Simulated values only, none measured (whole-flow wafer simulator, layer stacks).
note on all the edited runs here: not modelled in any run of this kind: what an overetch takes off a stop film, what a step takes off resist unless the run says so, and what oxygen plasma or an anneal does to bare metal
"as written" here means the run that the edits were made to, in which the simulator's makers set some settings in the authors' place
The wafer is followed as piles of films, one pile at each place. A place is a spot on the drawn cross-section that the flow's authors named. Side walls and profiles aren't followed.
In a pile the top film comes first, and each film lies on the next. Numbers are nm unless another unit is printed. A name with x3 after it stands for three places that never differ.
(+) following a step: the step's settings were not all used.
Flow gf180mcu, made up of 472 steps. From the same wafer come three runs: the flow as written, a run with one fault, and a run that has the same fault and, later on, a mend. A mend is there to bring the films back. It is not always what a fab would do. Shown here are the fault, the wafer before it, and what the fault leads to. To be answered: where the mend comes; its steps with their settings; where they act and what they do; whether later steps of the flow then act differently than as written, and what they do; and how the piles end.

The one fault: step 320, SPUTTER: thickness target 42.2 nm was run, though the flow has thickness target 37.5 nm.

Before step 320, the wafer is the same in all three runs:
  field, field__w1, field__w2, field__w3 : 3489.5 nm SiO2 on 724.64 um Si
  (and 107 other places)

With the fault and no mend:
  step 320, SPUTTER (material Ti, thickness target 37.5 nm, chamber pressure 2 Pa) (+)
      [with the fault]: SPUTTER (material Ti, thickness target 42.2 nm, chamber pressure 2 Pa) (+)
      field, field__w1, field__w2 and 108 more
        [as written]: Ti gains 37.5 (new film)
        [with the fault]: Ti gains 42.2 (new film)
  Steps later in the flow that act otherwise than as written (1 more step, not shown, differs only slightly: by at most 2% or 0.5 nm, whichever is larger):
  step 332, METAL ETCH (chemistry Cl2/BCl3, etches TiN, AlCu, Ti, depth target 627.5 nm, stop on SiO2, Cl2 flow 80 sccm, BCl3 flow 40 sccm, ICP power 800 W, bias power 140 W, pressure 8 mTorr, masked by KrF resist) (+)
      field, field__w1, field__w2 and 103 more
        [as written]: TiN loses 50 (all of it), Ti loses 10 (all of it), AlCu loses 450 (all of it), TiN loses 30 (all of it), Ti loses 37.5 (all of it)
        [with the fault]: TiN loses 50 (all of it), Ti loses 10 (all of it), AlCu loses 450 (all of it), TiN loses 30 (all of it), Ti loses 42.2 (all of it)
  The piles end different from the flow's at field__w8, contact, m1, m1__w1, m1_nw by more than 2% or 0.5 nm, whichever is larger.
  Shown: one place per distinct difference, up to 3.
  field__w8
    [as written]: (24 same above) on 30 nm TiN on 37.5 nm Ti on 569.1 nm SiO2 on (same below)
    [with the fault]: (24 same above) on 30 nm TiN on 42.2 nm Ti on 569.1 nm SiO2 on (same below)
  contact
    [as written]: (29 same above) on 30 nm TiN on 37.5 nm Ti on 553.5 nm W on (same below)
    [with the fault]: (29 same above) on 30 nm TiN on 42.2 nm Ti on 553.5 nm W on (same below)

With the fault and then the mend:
  The mend stands after step 320.
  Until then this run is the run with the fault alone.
  step 320a, METAL ETCH (chemistry Cl2/BCl3, etches TiN, AlCu, Ti, depth target 4.7 nm, Cl2 flow 80 sccm, BCl3 flow 40 sccm, ICP power 800 W, bias power 140 W, pressure 8 mTorr) (the flow's step 260 again, with other settings)
      field, field__w1, field__w2 and 108 more
        Ti loses 4.7
  Later steps of the flow that are run all act as written at every place that is followed.
  The piles end the same as the flow's at every place that both follow.
